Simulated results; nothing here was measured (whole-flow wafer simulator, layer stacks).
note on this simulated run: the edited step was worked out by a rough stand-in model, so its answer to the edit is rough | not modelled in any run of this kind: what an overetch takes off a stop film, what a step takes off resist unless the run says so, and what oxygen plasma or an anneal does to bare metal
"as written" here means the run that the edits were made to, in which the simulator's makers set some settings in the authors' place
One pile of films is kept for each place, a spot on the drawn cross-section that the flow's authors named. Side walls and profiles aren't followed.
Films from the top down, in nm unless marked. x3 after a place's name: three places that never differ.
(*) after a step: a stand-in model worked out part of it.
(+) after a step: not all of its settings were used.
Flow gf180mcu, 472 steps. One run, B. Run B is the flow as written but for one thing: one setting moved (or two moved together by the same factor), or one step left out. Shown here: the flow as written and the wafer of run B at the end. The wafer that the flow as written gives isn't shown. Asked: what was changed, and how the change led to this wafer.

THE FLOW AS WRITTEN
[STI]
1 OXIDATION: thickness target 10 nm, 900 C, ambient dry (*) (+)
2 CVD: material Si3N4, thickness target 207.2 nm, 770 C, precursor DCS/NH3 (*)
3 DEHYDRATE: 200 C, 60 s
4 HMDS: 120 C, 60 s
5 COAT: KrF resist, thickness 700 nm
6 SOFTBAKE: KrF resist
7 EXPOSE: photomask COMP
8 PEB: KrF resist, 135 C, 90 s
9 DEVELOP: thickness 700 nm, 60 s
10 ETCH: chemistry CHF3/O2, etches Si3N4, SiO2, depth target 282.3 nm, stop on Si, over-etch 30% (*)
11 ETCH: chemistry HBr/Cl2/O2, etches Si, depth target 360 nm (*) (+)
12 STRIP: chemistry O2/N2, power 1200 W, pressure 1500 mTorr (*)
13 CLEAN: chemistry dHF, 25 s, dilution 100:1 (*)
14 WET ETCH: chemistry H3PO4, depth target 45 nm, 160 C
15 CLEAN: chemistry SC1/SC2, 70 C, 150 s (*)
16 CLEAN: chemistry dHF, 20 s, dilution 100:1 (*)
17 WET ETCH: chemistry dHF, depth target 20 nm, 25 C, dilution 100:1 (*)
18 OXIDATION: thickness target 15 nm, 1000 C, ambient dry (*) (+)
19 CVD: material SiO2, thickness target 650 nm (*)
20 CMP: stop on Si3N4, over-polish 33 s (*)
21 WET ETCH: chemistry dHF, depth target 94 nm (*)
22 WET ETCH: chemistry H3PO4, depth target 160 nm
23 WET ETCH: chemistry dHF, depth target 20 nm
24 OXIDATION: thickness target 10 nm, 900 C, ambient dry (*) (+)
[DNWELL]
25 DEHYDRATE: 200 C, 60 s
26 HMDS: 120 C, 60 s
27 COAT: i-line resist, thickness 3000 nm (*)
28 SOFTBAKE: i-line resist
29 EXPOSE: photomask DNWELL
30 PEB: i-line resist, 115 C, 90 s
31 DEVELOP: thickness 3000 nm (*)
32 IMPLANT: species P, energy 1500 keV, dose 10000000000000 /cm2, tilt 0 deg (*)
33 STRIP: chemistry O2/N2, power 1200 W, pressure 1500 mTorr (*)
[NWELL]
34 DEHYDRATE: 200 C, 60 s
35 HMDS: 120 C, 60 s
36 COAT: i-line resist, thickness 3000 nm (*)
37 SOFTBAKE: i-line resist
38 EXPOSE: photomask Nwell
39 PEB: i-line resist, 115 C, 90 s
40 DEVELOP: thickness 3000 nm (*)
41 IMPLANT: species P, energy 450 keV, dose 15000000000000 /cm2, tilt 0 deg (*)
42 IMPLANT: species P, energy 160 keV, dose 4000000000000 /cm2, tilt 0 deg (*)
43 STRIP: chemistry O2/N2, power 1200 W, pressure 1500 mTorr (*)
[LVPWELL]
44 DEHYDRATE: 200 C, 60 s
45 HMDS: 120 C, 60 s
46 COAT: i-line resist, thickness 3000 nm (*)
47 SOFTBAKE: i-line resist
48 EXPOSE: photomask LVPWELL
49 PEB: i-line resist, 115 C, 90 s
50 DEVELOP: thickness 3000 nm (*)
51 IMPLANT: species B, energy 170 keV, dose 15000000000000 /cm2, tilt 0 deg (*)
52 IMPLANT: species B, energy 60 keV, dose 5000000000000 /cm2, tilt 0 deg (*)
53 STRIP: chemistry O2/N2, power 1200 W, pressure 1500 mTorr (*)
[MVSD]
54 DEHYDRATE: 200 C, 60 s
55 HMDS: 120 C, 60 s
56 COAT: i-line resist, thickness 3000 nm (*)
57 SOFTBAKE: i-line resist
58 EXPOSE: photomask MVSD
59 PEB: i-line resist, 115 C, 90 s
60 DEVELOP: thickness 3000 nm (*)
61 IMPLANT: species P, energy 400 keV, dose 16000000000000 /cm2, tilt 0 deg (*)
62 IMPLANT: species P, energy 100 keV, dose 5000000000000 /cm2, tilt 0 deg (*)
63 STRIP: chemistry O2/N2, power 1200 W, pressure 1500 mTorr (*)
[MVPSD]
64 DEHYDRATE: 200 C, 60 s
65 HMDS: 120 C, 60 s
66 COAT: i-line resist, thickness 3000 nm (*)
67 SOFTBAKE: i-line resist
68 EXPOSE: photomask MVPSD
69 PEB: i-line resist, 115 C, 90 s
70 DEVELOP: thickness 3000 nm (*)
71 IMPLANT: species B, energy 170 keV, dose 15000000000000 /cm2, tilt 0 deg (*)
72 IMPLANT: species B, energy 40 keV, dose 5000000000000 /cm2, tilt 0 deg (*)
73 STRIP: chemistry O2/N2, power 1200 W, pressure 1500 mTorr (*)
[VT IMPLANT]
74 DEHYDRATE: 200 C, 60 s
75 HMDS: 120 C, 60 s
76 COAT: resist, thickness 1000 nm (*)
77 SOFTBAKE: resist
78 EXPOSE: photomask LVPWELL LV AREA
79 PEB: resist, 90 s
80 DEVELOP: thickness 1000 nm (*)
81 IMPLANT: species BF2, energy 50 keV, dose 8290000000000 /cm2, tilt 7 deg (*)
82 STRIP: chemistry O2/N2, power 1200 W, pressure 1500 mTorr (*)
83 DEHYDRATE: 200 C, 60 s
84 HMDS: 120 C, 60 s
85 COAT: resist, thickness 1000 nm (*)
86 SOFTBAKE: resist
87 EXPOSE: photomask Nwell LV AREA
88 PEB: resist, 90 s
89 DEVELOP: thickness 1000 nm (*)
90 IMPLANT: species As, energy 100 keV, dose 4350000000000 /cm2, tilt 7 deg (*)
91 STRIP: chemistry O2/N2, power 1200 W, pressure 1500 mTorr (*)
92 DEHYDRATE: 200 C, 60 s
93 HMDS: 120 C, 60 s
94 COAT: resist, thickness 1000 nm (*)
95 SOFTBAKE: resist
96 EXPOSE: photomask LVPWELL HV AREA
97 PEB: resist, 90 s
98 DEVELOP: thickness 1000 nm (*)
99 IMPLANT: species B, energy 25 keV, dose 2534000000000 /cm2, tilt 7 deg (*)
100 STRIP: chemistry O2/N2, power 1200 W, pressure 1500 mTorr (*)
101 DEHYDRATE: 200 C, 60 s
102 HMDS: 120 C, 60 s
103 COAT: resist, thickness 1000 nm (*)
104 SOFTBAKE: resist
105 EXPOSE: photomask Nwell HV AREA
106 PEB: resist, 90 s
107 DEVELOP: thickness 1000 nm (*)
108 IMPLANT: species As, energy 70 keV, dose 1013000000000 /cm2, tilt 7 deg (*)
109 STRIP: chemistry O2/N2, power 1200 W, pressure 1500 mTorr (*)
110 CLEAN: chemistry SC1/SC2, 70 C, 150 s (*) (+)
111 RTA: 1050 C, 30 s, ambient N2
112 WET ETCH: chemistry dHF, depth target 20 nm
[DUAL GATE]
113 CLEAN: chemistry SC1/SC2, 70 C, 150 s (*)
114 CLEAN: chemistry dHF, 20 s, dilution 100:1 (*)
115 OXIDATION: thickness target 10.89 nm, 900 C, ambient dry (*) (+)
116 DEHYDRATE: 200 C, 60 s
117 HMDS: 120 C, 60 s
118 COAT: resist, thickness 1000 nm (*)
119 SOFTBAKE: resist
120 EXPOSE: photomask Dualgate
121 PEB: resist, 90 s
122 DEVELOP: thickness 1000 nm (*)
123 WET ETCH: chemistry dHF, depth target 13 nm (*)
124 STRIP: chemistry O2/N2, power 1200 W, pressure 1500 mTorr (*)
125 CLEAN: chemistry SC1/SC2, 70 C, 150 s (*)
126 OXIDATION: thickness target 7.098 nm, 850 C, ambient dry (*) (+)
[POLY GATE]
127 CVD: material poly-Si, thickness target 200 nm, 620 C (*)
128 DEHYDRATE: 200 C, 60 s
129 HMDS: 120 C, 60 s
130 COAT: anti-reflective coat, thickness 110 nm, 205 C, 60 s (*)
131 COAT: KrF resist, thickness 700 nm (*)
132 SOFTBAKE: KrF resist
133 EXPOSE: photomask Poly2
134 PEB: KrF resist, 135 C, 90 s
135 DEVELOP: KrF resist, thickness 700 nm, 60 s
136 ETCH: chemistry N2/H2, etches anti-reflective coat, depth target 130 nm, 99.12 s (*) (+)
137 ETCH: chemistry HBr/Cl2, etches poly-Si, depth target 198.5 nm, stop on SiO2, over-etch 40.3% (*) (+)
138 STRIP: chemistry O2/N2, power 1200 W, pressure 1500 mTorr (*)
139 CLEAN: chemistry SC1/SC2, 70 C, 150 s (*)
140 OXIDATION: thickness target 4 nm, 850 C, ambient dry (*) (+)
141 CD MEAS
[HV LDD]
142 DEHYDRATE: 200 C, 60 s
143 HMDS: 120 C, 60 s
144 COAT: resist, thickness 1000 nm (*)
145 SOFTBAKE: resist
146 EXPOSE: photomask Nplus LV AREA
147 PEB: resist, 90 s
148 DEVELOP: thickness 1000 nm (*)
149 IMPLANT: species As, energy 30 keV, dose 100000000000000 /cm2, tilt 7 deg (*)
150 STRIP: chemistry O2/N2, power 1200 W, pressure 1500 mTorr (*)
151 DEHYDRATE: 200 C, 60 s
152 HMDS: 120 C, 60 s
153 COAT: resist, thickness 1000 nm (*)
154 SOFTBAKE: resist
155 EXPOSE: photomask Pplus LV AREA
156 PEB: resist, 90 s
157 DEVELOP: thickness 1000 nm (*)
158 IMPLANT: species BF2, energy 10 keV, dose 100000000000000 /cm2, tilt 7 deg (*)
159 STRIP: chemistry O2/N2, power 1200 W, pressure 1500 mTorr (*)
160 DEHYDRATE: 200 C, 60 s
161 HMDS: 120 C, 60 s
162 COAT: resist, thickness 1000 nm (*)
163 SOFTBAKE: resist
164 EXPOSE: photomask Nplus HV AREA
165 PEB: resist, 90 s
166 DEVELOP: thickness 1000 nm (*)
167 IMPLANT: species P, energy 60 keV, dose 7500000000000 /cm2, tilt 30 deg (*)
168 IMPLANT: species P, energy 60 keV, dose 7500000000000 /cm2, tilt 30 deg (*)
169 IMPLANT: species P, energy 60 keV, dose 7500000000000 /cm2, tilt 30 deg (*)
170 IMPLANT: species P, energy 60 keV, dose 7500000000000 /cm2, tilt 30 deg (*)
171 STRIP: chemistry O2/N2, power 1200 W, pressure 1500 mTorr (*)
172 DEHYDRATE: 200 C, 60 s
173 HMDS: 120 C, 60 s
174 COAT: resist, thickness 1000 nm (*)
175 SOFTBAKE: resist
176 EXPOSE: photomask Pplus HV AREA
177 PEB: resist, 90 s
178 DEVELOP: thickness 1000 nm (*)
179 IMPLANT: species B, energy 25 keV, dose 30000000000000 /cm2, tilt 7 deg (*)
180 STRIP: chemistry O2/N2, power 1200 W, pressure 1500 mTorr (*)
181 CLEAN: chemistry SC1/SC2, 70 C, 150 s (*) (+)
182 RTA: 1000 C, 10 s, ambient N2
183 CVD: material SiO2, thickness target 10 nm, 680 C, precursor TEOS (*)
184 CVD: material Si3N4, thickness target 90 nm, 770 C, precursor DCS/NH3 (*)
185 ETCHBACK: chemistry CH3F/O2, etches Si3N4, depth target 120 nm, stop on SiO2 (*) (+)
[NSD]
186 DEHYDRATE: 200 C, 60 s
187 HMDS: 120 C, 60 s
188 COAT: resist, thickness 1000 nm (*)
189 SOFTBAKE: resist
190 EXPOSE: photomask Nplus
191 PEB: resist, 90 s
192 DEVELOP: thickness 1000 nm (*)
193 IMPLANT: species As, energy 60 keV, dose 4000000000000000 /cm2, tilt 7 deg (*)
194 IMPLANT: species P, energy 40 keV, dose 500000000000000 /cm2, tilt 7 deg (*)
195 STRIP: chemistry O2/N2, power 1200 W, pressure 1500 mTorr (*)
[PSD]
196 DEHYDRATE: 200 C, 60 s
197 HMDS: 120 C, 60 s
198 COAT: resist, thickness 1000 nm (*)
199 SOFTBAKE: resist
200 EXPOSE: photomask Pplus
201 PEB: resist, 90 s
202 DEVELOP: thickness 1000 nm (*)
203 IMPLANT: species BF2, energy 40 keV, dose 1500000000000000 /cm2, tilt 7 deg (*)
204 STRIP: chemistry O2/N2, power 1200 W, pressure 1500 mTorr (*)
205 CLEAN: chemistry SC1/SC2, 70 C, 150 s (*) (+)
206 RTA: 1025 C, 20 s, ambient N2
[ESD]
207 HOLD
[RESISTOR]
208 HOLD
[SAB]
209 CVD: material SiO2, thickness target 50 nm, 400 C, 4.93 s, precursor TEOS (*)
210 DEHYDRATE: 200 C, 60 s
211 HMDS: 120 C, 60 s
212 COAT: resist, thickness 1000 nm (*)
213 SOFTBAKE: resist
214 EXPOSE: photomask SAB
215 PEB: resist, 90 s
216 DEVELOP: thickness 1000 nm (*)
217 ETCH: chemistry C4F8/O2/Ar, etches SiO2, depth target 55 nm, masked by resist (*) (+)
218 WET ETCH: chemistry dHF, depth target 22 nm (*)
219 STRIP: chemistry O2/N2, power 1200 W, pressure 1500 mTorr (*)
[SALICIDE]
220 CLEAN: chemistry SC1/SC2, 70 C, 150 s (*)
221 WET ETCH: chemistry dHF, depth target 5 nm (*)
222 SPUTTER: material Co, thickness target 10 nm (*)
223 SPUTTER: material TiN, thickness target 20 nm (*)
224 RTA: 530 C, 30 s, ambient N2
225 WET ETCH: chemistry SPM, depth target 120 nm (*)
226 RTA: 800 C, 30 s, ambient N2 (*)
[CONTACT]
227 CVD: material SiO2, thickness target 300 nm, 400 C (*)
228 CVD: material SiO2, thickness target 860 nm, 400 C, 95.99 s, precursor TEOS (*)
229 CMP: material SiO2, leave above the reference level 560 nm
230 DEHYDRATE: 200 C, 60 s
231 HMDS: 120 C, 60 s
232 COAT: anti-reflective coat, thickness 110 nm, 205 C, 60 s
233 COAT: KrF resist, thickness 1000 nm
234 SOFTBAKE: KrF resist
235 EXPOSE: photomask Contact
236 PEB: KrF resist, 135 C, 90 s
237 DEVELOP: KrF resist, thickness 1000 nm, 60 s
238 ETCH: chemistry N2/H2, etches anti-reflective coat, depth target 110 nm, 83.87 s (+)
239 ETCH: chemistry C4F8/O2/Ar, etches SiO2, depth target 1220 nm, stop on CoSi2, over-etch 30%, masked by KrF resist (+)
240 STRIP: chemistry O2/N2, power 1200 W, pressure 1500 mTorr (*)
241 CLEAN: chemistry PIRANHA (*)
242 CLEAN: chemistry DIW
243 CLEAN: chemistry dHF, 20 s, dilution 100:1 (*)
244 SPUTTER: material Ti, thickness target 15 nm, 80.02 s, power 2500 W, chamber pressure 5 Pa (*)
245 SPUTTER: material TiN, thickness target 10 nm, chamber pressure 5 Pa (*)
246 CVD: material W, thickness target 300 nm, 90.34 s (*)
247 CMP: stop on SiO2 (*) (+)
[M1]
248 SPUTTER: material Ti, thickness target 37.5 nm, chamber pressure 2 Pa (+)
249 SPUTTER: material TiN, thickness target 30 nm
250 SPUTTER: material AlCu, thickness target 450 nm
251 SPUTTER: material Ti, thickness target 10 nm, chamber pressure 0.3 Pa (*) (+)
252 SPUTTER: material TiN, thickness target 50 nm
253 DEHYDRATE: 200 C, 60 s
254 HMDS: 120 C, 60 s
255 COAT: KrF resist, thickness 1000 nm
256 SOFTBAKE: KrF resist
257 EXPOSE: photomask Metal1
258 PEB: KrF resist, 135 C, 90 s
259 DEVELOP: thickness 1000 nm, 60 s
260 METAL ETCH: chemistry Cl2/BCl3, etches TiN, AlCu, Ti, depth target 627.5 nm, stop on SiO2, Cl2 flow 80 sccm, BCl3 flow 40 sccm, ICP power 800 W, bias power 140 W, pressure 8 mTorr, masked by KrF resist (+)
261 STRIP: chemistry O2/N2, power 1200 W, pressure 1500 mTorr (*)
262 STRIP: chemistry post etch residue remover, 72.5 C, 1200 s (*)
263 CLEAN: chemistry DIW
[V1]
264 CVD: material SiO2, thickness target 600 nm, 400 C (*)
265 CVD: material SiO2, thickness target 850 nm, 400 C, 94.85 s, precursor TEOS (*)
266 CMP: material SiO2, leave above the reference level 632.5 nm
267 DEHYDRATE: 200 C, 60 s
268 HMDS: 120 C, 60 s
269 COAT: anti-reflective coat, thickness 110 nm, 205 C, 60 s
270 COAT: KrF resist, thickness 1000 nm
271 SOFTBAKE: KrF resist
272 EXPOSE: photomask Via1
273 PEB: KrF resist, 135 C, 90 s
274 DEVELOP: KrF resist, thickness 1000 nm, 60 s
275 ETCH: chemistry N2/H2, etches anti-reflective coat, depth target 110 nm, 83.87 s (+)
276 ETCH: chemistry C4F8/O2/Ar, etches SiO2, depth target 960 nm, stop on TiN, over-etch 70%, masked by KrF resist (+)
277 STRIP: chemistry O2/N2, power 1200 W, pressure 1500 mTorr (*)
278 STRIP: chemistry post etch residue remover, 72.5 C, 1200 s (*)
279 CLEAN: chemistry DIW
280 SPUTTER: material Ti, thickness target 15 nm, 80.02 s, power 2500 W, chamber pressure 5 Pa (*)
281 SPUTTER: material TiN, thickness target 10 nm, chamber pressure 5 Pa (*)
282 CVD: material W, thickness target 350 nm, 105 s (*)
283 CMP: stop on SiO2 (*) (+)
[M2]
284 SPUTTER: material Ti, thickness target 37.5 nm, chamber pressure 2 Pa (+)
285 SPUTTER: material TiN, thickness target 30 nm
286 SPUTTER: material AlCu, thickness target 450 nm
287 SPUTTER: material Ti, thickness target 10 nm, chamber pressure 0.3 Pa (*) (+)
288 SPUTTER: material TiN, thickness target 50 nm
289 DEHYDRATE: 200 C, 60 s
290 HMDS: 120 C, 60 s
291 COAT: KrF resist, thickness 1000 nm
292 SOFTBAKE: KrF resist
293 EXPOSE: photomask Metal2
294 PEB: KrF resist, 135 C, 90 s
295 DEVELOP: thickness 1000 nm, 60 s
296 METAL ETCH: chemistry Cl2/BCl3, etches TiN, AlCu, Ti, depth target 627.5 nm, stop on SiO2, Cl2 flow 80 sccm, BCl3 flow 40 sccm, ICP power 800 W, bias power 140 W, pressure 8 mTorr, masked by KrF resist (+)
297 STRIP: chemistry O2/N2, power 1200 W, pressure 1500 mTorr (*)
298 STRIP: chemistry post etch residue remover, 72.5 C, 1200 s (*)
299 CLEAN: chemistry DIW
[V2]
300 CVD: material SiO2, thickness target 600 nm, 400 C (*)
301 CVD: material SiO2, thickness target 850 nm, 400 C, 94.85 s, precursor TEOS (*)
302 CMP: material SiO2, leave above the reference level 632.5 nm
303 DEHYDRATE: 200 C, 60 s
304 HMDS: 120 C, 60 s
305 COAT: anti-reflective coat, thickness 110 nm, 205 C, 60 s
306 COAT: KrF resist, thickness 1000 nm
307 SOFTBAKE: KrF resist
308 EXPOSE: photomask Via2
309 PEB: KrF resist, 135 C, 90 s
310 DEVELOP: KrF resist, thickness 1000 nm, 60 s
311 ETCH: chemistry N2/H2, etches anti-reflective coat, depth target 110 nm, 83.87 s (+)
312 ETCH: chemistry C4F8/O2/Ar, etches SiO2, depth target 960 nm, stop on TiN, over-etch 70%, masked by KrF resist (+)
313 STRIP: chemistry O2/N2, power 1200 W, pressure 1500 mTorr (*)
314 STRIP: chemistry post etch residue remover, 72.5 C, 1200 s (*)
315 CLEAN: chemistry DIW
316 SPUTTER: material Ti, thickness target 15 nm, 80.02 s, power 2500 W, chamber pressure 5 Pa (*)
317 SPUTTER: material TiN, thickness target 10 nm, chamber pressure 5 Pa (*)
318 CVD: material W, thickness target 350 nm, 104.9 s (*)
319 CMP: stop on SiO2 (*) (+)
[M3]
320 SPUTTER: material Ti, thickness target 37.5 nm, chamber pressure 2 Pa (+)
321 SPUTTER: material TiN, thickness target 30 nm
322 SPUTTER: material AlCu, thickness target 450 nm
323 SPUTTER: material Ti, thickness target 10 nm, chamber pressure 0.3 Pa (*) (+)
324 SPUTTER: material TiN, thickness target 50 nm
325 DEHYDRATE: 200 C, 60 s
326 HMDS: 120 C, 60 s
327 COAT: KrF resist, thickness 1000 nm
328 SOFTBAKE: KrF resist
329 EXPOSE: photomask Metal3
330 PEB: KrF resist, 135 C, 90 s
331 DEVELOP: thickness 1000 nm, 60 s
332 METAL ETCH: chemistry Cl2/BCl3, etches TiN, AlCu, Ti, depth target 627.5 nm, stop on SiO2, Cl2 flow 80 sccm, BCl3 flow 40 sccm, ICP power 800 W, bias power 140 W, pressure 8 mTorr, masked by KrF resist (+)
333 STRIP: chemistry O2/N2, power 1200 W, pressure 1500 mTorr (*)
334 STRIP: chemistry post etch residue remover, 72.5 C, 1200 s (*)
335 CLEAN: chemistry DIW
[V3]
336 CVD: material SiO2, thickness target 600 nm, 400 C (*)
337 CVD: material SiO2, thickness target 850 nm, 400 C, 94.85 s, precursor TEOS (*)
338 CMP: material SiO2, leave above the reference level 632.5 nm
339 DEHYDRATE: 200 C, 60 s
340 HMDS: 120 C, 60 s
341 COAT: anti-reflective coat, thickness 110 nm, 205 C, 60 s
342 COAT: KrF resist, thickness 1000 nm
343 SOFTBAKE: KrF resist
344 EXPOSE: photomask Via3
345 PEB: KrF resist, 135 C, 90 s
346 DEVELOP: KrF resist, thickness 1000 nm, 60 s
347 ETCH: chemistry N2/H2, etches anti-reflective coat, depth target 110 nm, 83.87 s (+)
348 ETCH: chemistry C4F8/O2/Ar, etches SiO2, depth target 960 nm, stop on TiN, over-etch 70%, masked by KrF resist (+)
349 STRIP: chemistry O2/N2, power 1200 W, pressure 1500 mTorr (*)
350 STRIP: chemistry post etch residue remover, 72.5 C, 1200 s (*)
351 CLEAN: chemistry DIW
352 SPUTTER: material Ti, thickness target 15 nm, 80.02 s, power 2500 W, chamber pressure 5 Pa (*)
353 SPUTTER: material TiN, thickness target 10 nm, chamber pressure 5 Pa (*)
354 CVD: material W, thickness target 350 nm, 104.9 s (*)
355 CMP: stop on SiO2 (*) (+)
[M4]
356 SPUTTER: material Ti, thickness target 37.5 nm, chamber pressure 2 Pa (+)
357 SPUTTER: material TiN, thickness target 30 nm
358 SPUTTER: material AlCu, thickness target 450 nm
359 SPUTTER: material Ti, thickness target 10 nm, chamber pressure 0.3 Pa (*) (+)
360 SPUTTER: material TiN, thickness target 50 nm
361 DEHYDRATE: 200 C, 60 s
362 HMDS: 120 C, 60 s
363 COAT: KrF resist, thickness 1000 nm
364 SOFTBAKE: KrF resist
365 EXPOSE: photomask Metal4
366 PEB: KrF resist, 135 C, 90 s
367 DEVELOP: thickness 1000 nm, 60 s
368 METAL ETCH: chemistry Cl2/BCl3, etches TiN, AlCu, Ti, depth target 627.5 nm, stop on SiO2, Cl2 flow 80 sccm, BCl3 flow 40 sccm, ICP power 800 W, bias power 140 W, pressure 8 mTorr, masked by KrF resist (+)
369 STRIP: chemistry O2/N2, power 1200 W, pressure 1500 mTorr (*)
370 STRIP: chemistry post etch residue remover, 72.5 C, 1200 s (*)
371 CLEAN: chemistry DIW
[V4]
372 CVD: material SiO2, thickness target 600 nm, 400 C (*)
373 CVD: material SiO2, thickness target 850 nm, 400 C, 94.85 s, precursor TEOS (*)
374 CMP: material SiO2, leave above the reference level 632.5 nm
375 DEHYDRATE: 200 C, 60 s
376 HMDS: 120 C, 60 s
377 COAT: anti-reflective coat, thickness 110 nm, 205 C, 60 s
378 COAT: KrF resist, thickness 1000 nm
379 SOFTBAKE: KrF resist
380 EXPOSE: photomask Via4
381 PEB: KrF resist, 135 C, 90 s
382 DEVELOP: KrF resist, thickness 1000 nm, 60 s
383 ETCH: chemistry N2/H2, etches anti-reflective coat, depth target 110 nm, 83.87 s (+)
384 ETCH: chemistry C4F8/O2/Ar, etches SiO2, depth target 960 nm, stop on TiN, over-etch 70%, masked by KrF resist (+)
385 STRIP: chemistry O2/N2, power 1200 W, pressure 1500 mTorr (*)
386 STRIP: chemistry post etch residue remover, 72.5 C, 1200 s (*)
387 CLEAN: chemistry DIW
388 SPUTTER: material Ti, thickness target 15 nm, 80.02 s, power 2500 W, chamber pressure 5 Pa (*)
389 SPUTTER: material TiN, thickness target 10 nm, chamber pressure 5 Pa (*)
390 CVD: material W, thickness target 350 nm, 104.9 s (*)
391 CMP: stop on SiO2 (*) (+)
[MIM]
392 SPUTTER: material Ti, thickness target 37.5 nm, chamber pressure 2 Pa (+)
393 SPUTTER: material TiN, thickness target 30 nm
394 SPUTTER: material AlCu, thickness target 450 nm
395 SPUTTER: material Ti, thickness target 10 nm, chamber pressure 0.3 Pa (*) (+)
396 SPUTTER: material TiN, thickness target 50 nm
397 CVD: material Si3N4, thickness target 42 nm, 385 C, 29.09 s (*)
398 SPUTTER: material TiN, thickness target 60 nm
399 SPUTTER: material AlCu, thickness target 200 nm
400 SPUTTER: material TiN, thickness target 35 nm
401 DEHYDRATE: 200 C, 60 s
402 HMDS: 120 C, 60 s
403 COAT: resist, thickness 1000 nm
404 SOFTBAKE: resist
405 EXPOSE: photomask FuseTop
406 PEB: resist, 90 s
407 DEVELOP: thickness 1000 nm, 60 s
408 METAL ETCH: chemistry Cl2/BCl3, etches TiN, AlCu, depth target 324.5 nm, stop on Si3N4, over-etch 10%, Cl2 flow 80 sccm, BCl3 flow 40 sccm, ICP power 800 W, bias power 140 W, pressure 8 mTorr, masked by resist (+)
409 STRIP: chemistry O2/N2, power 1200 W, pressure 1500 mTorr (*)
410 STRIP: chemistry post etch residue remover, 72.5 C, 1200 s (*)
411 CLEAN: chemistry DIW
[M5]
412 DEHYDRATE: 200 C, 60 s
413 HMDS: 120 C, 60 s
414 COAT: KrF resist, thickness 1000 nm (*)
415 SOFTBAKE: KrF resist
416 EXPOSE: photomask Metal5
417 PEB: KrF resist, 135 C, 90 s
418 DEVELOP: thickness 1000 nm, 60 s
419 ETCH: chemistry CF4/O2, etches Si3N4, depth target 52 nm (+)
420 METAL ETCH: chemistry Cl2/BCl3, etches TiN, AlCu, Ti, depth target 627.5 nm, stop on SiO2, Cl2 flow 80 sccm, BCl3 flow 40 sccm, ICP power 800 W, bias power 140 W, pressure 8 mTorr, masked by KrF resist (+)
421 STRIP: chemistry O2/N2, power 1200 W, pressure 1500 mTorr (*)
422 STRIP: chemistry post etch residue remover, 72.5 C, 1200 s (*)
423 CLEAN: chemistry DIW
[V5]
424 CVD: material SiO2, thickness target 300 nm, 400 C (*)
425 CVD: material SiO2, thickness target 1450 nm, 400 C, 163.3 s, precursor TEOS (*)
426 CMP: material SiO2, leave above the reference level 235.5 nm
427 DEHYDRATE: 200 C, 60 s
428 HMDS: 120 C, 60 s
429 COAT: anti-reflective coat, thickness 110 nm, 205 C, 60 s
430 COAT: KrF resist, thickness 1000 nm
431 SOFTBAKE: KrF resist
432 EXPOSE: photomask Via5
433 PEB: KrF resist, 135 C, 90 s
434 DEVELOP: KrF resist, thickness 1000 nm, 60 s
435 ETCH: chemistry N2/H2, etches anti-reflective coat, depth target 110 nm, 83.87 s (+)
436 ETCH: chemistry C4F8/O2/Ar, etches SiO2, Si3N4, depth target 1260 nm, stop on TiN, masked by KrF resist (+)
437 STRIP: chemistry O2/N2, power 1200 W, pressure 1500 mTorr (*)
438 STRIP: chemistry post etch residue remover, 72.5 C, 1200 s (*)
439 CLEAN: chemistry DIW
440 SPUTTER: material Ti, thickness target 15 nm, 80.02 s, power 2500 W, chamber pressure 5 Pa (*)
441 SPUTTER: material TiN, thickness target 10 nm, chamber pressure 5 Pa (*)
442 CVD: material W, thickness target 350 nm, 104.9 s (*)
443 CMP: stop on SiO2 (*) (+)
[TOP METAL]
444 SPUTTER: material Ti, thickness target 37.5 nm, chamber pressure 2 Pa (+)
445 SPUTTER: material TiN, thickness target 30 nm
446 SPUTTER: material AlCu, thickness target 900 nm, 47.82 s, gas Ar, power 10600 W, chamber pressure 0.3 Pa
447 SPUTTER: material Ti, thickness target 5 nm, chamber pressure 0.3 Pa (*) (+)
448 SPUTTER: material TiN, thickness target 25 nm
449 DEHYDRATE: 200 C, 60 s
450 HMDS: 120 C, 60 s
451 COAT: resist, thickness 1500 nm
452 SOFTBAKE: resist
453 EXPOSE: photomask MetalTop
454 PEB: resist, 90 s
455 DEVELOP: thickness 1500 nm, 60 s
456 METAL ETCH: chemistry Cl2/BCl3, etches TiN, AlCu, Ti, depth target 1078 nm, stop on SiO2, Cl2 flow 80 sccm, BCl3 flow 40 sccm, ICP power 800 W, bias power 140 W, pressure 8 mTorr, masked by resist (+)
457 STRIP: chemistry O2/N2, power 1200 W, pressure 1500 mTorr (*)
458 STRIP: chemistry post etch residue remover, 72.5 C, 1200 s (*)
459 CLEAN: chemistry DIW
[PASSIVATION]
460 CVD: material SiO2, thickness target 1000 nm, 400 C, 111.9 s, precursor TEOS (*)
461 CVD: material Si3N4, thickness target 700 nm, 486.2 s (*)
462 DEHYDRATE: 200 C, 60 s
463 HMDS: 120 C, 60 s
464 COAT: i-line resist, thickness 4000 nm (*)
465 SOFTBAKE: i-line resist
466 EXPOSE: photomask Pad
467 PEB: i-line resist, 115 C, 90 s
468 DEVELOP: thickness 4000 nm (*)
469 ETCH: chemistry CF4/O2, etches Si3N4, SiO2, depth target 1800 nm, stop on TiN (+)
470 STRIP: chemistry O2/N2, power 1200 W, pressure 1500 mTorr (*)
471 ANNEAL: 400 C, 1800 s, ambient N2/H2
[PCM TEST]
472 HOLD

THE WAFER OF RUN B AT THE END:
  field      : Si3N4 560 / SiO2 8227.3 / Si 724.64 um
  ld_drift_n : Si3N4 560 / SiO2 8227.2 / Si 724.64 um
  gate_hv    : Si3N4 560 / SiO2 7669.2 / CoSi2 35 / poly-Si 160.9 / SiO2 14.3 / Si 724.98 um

The cause: step 461, CVD: thickness target 560 nm was run, where the flow has thickness target 700 nm.
It can be read off the wafer: field has Si3N4 560, and step 461 as written asks for 700 nm.

How the change led to this, step by step:
  461 CVD: material Si3N4, thickness target 700 nm, 486.2 s (*)
      field, field__w1, field__w2 and 109 more: Si3N4 +560 (new film) (as written it would be: Si3N4 +700 (new film))
  465 SOFTBAKE: i-line resist
      field_sub__w4: i-line resist +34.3 (as written it would be: i-line resist +35)
      gate_nat: i-line resist -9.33 (as written it would be: i-line resist -9.98)
      (and at 2 more places)
  469 ETCH: chemistry CF4/O2, etches Si3N4, SiO2, depth target 1800 nm, stop on TiN (+)
      pad: Si3N4 -560 (all of it), SiO2 -1000 (all of it) (as written it would be: Si3N4 -700 (all of it), SiO2 -1000 (all of it))
